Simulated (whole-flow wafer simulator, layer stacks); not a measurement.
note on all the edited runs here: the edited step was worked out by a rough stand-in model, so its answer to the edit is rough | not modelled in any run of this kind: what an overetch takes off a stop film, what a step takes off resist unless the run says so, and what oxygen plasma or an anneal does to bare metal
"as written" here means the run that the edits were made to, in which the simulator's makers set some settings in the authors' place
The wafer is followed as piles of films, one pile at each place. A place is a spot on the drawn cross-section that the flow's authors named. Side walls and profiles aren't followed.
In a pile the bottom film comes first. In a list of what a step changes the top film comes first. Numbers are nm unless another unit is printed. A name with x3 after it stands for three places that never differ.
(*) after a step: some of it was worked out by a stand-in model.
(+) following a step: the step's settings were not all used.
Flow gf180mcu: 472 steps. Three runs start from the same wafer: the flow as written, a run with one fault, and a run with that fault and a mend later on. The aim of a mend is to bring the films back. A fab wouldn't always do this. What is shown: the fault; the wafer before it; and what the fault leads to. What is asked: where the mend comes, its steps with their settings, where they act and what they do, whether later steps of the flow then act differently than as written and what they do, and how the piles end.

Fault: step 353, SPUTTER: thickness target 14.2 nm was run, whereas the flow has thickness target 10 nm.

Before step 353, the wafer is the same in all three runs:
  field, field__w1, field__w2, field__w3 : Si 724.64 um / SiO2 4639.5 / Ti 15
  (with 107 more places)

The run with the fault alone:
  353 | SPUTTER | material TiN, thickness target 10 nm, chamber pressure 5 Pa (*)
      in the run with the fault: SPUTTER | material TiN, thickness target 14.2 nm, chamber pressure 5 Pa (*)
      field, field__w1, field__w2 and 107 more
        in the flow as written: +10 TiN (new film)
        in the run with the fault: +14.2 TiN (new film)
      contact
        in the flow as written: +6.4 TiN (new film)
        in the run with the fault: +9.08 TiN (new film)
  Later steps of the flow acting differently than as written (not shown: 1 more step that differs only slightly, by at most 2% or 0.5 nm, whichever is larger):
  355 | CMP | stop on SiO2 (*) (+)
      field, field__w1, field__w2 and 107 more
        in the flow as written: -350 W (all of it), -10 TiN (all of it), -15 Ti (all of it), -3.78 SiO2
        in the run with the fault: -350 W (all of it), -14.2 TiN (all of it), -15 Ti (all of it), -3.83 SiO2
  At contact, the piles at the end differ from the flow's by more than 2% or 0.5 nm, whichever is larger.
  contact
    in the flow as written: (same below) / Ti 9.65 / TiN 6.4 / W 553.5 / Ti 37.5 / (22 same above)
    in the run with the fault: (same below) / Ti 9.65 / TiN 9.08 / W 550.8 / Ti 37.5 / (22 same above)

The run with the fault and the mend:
  After step 353 comes the mend.
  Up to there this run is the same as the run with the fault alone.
  353a | METAL ETCH | chemistry Cl2/BCl3, etches TiN, AlCu, Ti, depth target 4.2 nm, Cl2 flow 80 sccm, BCl3 flow 40 sccm, ICP power 800 W, bias power 140 W, pressure 8 mTorr (a further turn of the flow's step 260, with different settings)
      field, field__w1, field__w2 and 108 more
        -4.2 TiN
  Every later step of the flow that is run acts as written, at every place that is followed, to within 2% or 0.5 nm, whichever is larger.
  At contact, the piles at the end differ from the flow's by more than 2% or 0.5 nm, whichever is larger.
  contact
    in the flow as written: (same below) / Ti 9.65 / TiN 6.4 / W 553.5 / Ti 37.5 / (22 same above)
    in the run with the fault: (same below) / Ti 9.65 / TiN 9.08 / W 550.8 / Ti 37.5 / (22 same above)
    in the run with the mend: (same below) / Ti 9.65 / TiN 4.88 / W 555 / Ti 37.5 / (22 same above)
